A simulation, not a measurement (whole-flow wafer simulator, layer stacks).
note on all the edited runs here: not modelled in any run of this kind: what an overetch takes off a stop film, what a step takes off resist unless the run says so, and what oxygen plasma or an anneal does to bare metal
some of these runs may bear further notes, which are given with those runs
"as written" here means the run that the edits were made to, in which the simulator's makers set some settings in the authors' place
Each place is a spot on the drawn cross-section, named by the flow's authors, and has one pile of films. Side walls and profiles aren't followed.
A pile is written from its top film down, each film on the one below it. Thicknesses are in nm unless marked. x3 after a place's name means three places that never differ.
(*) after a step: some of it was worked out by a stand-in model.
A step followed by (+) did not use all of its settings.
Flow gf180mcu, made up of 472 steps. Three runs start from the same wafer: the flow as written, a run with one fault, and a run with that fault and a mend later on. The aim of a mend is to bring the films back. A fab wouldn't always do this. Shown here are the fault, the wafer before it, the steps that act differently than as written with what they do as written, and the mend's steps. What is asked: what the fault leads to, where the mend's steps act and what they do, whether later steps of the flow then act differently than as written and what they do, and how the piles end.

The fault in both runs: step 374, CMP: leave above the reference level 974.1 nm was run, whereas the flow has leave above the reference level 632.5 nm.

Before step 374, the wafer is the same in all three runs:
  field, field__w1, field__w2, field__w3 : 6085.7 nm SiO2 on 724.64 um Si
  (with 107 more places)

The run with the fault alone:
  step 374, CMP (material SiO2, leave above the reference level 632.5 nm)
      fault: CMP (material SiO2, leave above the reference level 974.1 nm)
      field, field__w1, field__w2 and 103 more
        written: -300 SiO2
        fault: nothing
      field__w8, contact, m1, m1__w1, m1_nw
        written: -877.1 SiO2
        fault: -535.5 SiO2
  Later steps of the flow acting differently than as written (9 other steps are not shown; they differ only slightly, by no more than 2% or 0.5 nm, whichever is larger):
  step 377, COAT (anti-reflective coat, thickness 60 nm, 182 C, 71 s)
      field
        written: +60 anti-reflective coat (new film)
        fault: +76.6 anti-reflective coat (new film)
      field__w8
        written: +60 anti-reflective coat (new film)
        fault: +36.6 anti-reflective coat (new film)
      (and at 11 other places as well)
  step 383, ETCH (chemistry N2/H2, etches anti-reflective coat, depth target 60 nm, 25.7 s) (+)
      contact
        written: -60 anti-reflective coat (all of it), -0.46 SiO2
        fault: -38.1 anti-reflective coat (all of it), -1.02 SiO2
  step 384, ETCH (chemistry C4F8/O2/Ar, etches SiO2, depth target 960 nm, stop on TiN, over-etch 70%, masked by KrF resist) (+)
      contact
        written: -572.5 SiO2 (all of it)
        fault: -913.5 SiO2 (all of it)
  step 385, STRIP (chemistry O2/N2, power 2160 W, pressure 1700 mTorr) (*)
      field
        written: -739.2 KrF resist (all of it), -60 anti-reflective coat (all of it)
        fault: -731 KrF resist (all of it), -76.6 anti-reflective coat (all of it)
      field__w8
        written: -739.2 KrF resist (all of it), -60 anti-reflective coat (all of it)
        fault: -735.1 KrF resist (all of it), -36.6 anti-reflective coat (all of it)
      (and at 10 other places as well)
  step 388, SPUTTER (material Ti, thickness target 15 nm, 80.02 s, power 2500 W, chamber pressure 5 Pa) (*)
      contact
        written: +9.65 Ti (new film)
        fault: +8.11 Ti (new film)
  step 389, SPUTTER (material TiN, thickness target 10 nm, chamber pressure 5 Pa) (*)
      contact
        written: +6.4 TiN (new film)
        fault: +5.38 TiN (new film)
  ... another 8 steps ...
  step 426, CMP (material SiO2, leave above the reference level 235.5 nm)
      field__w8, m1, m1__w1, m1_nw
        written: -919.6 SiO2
        fault: -959.6 SiO2
  The piles end different from the flow's at field, field__w1, field__w2 and 109 more by more than 2% or 0.5 nm, whichever is larger.
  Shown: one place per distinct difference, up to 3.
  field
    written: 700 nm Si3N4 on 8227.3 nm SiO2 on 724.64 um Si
    fault: 700 nm Si3N4 on 8527.3 nm SiO2 on 724.64 um Si
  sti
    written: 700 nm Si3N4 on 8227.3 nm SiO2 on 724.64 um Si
    fault: 700 nm Si3N4 on 8527.2 nm SiO2 on 724.64 um Si
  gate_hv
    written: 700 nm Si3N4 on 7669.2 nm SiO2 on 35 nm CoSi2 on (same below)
    fault: 700 nm Si3N4 on 7969.1 nm SiO2 on 35 nm CoSi2 on (same below)

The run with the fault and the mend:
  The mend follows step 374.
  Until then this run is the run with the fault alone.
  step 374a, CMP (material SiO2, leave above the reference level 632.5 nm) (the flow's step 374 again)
      field, field__w1, field__w2 and 103 more
        -300 SiO2
      field__w8, contact, m1, m1__w1, m1_nw
        -341.6 SiO2
  Every later step of the flow that is run acts as written at every place that is followed.
  At every place that both follow, the piles at the end match the flow's.
